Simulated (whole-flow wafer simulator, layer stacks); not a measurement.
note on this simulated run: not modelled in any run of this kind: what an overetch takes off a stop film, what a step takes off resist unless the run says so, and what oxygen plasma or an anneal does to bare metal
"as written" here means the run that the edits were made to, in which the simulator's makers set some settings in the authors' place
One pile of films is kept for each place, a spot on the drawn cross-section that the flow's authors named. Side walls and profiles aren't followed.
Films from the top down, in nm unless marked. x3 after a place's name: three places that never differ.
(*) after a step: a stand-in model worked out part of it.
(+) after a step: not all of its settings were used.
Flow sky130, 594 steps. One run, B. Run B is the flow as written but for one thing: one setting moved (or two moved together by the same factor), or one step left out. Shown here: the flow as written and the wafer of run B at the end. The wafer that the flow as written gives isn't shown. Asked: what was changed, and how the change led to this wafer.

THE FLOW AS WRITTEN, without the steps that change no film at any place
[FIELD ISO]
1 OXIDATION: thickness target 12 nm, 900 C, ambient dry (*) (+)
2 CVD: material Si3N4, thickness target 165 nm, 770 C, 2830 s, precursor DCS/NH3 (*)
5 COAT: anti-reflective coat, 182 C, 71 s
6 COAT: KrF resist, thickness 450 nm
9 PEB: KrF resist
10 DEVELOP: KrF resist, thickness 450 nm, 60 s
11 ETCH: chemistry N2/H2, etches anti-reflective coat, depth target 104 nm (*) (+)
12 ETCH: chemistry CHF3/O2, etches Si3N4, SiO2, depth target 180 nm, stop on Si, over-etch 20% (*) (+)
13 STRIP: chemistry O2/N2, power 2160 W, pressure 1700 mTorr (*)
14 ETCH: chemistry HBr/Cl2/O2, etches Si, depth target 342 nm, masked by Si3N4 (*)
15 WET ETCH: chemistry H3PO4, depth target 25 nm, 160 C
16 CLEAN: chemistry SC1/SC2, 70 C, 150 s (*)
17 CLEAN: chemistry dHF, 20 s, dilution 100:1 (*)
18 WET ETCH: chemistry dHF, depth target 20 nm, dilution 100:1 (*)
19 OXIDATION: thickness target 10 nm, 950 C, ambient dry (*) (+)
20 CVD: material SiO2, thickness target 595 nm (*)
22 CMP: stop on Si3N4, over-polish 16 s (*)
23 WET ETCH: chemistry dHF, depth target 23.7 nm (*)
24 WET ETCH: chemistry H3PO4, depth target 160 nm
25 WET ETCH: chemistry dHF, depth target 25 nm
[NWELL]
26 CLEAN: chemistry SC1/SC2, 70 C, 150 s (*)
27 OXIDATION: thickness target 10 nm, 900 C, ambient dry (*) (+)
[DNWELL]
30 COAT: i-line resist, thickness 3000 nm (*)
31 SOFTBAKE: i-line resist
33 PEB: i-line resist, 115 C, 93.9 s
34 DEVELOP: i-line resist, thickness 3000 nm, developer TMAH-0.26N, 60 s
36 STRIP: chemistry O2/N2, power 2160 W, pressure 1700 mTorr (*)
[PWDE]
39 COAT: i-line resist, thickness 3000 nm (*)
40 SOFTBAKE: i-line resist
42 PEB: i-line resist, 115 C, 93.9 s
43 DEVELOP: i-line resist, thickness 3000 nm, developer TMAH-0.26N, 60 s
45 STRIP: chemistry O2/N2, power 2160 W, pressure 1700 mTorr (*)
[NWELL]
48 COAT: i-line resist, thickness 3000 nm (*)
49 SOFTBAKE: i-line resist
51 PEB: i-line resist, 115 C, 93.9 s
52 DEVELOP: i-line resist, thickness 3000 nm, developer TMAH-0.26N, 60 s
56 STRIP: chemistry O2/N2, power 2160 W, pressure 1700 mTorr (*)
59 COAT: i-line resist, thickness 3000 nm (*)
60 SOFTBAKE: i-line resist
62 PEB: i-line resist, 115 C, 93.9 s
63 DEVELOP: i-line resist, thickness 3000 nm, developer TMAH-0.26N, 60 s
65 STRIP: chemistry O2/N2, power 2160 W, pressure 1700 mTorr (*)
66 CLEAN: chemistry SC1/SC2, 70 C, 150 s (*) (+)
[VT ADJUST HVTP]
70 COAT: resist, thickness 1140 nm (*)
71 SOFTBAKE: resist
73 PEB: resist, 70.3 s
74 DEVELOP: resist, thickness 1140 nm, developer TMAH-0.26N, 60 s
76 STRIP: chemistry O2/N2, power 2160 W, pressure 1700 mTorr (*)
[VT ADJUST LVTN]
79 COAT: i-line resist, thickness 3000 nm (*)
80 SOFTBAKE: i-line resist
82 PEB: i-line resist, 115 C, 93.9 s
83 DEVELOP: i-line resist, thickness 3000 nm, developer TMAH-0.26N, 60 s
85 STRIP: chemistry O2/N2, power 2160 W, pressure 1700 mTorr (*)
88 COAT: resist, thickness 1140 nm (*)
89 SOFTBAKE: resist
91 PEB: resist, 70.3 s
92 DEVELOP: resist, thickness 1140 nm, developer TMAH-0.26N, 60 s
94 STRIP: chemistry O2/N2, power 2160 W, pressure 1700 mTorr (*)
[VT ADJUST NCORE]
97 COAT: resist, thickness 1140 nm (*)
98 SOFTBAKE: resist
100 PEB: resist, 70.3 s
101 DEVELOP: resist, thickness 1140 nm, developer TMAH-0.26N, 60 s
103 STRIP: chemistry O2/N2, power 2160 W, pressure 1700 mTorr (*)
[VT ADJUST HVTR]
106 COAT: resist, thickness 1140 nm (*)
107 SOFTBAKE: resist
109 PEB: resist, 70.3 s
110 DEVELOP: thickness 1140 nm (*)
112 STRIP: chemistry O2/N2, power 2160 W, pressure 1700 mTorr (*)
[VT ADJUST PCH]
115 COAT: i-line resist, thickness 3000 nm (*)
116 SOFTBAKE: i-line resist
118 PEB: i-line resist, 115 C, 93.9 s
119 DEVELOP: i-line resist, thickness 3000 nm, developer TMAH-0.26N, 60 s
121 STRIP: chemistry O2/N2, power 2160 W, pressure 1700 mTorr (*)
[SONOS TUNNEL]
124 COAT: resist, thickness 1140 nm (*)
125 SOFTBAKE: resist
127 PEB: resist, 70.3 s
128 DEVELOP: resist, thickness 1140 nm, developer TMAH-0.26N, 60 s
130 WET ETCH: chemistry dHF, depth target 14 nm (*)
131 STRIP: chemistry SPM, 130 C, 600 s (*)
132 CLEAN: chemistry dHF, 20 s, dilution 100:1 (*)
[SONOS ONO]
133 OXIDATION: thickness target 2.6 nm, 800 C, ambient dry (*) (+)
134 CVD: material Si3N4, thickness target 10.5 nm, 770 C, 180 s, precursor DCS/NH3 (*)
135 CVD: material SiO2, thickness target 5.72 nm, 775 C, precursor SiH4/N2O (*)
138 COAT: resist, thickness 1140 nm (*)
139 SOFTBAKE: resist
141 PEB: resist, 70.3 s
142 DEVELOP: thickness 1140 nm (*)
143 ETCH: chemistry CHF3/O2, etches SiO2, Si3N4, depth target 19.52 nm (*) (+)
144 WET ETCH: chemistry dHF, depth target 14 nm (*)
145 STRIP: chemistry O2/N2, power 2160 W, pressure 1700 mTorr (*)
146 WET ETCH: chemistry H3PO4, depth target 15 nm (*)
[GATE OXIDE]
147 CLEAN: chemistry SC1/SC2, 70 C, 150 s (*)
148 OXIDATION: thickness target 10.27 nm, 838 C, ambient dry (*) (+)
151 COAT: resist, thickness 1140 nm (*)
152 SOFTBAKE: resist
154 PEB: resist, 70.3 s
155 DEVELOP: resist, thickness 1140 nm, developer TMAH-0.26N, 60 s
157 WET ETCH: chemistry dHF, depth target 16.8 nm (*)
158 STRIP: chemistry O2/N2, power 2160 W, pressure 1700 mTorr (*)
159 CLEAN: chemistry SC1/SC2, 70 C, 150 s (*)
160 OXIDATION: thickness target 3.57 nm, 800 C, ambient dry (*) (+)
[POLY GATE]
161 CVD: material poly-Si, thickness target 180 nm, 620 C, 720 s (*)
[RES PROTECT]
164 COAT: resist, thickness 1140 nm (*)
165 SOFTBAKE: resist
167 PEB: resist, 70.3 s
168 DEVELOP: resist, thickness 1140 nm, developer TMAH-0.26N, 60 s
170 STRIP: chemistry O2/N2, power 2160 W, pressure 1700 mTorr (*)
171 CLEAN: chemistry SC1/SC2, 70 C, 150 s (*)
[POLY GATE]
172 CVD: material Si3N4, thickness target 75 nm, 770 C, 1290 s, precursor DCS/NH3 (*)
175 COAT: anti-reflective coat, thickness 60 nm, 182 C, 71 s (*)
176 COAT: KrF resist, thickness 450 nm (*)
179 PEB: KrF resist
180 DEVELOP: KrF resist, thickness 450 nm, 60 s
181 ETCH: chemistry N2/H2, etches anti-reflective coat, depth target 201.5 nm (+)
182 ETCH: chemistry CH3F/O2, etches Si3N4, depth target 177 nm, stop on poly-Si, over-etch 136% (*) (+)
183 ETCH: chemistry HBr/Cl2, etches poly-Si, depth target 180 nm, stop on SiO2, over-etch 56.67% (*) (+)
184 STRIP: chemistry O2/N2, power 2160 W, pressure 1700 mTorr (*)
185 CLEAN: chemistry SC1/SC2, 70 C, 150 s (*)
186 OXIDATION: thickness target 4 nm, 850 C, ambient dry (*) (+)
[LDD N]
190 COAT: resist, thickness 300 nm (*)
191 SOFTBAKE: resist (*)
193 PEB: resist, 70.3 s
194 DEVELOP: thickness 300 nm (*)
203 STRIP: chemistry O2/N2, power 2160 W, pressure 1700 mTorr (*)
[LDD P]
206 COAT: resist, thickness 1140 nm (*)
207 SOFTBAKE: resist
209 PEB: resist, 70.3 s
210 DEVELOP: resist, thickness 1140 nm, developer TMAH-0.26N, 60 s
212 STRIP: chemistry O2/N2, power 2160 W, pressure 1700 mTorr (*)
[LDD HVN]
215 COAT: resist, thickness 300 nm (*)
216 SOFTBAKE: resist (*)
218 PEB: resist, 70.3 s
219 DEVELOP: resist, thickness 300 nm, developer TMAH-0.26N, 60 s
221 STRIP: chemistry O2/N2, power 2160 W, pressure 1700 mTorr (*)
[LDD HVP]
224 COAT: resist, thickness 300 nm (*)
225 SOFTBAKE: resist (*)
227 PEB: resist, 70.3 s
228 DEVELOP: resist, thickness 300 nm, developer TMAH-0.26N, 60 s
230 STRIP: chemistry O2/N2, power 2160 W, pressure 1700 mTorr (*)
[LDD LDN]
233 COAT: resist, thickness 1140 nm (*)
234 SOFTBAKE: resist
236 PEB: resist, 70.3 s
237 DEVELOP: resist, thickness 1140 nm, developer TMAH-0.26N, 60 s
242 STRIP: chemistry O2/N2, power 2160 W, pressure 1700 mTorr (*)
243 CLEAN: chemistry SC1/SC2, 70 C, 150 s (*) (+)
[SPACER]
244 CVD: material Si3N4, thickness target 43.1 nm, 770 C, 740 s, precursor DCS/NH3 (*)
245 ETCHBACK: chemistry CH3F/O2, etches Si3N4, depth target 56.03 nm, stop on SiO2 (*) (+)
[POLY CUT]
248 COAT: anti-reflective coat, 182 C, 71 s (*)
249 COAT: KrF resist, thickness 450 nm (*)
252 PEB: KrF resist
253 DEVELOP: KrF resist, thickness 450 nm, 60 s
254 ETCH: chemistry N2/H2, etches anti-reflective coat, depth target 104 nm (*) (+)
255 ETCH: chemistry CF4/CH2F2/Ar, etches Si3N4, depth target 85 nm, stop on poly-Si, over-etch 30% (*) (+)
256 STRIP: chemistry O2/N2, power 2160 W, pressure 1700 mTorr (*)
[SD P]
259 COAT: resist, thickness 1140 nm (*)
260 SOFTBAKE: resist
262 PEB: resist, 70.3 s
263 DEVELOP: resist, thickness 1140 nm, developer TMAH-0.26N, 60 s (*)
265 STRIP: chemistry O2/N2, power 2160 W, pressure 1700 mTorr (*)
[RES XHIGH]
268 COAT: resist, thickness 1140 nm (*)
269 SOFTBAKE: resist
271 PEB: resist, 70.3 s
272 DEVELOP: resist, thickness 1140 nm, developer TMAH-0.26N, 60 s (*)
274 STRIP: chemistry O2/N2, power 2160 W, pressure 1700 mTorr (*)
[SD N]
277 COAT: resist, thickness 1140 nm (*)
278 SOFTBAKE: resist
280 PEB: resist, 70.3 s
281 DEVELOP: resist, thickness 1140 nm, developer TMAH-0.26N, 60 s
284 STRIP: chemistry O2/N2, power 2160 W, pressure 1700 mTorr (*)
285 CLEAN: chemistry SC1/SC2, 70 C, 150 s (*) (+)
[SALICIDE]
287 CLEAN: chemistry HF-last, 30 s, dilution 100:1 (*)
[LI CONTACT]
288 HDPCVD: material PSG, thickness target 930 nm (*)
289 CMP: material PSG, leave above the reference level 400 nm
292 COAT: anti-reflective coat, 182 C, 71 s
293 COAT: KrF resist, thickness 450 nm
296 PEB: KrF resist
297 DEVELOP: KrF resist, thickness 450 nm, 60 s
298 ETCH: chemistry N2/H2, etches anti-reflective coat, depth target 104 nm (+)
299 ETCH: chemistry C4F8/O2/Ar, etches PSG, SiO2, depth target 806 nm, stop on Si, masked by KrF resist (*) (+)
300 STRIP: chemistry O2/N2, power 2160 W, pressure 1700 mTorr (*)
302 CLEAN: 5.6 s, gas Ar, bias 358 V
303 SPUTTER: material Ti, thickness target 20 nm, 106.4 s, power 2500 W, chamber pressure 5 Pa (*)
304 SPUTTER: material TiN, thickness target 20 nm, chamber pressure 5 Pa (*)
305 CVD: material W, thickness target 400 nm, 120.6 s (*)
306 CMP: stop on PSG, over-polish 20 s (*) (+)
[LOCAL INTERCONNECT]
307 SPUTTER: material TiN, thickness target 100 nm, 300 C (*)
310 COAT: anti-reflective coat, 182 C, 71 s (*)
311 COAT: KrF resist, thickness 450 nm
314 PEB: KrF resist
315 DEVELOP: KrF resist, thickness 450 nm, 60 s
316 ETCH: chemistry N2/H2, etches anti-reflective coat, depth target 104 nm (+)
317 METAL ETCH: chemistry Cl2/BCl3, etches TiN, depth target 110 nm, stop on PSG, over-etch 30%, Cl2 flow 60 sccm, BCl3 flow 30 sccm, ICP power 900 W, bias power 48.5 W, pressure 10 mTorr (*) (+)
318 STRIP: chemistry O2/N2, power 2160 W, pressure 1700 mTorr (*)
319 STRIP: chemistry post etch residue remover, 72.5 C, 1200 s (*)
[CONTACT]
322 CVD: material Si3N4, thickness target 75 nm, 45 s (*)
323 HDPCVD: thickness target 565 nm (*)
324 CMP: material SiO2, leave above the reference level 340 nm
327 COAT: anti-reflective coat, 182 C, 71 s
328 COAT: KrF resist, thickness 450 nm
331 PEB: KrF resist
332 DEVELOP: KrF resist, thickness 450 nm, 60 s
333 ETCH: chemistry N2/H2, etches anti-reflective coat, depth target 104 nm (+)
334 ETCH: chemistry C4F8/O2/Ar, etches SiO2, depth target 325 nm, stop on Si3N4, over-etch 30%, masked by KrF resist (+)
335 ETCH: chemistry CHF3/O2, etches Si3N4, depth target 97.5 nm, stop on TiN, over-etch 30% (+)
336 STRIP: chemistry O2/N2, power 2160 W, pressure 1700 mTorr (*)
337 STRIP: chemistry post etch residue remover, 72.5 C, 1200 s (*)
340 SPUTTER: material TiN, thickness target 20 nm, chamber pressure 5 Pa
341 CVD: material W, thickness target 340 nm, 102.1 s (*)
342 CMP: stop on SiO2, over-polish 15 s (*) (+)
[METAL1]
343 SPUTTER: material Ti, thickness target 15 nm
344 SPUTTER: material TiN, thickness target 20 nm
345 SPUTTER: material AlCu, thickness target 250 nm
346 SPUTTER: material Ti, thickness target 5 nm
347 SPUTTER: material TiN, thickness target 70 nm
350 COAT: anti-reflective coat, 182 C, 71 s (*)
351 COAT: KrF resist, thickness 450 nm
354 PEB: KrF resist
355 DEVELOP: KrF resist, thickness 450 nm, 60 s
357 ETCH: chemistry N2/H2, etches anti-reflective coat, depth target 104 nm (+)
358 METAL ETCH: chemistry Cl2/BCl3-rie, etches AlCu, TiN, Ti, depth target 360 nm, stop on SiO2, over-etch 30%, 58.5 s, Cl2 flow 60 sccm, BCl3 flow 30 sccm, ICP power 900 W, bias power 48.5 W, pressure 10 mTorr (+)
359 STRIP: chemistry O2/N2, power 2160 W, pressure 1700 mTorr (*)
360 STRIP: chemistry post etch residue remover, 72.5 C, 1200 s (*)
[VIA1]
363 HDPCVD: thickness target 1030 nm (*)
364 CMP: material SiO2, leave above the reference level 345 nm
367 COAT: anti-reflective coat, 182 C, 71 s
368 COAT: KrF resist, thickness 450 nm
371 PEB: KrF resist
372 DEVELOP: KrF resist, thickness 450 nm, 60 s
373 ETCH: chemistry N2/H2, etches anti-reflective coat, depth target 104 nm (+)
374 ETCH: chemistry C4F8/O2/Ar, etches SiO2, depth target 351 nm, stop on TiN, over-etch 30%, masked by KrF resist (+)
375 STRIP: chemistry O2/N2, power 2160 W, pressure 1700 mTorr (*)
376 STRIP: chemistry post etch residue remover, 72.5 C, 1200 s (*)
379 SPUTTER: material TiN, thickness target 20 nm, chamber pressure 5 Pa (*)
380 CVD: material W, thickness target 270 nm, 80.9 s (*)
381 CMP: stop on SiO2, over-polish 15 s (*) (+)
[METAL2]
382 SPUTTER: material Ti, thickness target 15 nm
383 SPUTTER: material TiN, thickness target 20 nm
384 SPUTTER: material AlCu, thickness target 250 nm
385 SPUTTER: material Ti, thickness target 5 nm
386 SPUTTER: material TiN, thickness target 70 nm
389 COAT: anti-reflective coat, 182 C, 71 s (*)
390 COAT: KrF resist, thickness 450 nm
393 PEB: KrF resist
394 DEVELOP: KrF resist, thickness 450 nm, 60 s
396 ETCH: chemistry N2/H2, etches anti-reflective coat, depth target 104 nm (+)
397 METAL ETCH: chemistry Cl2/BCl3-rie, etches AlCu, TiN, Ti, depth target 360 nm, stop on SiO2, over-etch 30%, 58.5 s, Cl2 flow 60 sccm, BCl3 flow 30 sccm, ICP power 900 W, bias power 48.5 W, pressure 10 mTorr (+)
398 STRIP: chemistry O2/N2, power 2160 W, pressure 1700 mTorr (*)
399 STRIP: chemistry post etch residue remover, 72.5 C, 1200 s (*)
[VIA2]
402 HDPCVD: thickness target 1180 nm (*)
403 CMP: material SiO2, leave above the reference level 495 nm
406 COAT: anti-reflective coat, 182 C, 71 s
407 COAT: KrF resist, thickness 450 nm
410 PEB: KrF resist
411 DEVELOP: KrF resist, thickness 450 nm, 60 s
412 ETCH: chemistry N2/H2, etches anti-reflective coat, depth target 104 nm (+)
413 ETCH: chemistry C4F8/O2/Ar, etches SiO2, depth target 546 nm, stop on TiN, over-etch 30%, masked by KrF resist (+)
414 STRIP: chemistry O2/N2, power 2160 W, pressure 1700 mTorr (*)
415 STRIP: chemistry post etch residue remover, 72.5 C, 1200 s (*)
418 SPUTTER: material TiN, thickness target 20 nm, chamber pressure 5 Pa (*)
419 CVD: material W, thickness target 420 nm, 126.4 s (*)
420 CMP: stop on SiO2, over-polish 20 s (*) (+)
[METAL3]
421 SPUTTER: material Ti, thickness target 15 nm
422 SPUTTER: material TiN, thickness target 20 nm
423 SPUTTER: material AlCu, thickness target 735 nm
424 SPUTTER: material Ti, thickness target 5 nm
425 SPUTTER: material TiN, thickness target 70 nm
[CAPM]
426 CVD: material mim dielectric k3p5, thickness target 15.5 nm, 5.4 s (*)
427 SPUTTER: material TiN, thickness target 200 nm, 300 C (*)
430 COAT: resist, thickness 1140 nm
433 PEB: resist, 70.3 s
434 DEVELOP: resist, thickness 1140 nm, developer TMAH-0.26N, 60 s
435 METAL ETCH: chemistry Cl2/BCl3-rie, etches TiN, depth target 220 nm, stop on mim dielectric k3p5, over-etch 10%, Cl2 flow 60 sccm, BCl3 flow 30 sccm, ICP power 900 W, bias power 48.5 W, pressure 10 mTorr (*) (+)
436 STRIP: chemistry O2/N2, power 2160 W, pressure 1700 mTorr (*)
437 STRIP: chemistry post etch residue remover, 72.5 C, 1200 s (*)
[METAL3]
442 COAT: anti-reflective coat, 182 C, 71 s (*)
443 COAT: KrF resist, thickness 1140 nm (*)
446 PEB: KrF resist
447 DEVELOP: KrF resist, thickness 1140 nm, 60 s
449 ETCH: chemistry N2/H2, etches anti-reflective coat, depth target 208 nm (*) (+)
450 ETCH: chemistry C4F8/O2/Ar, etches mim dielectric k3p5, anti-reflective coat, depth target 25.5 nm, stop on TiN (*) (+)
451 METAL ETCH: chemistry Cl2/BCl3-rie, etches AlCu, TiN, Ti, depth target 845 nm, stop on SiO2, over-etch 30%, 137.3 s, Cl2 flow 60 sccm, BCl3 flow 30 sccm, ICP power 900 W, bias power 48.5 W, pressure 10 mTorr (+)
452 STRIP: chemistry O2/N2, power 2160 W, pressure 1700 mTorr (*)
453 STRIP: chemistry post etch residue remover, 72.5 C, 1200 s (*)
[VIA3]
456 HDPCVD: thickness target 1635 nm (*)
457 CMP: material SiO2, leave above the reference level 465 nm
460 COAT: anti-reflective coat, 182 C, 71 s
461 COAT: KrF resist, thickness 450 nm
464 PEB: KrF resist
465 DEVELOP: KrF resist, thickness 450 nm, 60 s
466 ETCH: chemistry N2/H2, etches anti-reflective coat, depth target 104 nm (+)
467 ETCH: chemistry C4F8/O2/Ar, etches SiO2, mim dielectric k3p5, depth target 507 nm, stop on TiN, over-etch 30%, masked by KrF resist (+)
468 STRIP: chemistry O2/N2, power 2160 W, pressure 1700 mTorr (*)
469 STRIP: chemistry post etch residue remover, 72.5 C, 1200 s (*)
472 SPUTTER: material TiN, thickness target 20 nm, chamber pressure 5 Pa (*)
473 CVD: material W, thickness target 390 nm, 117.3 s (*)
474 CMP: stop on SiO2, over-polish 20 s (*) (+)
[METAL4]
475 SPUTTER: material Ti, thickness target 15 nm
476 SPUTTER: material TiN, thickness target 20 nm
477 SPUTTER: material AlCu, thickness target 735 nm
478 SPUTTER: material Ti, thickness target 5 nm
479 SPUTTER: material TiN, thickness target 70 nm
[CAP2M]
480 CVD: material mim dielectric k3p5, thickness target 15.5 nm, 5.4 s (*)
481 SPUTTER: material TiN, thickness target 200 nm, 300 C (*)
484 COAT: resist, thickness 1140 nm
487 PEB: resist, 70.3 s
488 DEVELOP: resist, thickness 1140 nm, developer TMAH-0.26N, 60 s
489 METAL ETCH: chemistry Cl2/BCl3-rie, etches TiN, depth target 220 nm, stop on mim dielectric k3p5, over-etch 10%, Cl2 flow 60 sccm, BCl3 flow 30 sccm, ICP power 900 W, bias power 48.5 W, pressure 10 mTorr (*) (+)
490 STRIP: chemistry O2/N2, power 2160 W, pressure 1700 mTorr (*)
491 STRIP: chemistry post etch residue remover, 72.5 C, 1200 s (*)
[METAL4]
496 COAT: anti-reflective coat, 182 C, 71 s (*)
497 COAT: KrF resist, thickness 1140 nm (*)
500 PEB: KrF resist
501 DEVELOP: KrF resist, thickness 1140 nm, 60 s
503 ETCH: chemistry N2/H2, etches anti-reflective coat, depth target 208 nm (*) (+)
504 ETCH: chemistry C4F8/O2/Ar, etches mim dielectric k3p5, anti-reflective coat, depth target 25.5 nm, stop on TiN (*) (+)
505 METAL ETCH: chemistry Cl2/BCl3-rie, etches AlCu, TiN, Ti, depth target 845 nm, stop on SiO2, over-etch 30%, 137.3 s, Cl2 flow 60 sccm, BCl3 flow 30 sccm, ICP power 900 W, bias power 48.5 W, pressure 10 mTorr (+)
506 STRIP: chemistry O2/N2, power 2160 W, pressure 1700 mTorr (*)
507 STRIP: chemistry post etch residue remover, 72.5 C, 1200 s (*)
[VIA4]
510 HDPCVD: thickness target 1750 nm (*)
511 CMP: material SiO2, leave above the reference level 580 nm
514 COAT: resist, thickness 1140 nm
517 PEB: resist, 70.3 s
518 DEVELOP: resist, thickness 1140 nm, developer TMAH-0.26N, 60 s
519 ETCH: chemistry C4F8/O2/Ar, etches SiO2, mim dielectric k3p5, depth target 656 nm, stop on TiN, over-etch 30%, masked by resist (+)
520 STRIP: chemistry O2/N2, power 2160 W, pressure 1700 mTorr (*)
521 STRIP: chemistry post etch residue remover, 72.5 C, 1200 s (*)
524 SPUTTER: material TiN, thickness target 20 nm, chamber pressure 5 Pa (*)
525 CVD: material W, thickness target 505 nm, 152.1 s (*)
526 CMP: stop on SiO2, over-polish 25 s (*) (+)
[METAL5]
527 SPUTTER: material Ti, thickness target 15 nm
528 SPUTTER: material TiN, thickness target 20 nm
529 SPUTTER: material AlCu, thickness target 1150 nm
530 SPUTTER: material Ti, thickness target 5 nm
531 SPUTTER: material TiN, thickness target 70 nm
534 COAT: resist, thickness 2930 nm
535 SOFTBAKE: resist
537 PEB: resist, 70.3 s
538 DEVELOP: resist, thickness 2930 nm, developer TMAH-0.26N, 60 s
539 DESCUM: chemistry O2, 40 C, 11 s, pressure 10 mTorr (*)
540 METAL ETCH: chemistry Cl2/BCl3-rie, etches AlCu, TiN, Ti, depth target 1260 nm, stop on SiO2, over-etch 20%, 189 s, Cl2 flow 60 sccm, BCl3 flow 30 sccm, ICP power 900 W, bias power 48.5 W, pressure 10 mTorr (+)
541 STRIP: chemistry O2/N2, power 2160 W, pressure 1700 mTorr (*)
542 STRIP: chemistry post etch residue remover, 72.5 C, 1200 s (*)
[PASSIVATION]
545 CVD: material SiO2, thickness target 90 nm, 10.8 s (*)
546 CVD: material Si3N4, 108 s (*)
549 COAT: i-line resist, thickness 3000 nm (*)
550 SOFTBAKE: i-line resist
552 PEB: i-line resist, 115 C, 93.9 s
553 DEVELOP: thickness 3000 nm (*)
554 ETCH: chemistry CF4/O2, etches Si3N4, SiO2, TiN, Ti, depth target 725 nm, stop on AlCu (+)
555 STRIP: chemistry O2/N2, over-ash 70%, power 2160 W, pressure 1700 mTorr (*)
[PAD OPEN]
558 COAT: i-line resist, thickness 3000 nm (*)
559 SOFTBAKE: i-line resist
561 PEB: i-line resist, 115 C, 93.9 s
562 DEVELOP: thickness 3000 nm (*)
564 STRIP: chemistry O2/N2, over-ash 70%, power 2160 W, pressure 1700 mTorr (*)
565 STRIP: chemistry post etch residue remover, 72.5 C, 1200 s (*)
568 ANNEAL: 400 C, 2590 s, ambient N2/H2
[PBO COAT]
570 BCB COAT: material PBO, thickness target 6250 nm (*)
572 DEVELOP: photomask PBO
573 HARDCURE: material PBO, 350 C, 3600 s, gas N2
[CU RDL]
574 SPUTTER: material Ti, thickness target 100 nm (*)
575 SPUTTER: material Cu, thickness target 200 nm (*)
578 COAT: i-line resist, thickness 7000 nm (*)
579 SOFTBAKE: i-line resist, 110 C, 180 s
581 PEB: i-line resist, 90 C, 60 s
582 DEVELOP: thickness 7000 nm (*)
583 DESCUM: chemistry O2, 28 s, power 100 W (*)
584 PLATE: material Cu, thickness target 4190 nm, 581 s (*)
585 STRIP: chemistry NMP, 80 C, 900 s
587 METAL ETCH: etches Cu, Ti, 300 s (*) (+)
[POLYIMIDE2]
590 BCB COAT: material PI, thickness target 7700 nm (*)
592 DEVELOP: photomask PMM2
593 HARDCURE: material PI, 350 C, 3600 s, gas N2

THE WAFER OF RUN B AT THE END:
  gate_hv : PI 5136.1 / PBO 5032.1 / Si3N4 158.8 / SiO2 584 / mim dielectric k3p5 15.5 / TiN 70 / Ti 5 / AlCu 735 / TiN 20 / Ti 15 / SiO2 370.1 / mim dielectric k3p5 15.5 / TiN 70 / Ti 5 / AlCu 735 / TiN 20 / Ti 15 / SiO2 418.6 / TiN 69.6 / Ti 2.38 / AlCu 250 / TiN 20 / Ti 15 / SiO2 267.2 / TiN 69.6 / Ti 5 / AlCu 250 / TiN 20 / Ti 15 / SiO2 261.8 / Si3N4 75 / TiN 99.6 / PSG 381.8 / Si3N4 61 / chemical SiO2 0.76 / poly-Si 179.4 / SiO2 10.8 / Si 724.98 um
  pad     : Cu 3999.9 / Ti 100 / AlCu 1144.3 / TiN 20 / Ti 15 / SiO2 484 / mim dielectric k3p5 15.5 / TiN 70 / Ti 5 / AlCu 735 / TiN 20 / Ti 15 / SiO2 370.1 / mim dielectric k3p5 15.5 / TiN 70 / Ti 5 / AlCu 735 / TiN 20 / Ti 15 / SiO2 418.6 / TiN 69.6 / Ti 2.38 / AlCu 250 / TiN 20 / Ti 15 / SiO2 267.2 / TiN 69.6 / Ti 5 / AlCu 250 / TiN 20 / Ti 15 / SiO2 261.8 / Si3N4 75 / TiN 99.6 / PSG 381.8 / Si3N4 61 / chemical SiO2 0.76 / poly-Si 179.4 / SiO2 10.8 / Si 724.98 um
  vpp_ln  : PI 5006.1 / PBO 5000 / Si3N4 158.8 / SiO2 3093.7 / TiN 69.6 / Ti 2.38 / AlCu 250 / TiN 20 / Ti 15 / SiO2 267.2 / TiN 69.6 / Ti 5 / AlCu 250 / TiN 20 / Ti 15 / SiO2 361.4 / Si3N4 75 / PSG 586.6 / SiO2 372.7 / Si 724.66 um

The cause: step 385, SPUTTER: thickness target 2.38 nm was run, where the flow has thickness target 5 nm.
It can be read off the wafer: gate_hv has Ti 2.38, and step 385 as written asks for 5 nm.

How the change led to this, step by step:
  385 SPUTTER: material Ti, thickness target 5 nm
      field, active, n_well and 188 more: Ti +2.38 (new film) (as written it would be: Ti +5 (new film))
  397 METAL ETCH: chemistry Cl2/BCl3-rie, etches AlCu, TiN, Ti, depth target 360 nm, stop on SiO2, over-etch 30%, 58.5 s, Cl2 flow 60 sccm, BCl3 flow 30 sccm, ICP power 900 W, bias power 48.5 W, pressure 10 mTorr (+)
      field, active, gate and 82 more: TiN -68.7 (all of it), Ti -2.38 (all of it), AlCu -250 (all of it), TiN -20 (all of it), Ti -15 (all of it), SiO2 -11.2 (as written it would be: TiN -68.7 (all of it), Ti -5 (all of it), AlCu -250 (all of it), TiN -20 (all of it), Ti -15 (all of it), SiO2 -10.9)
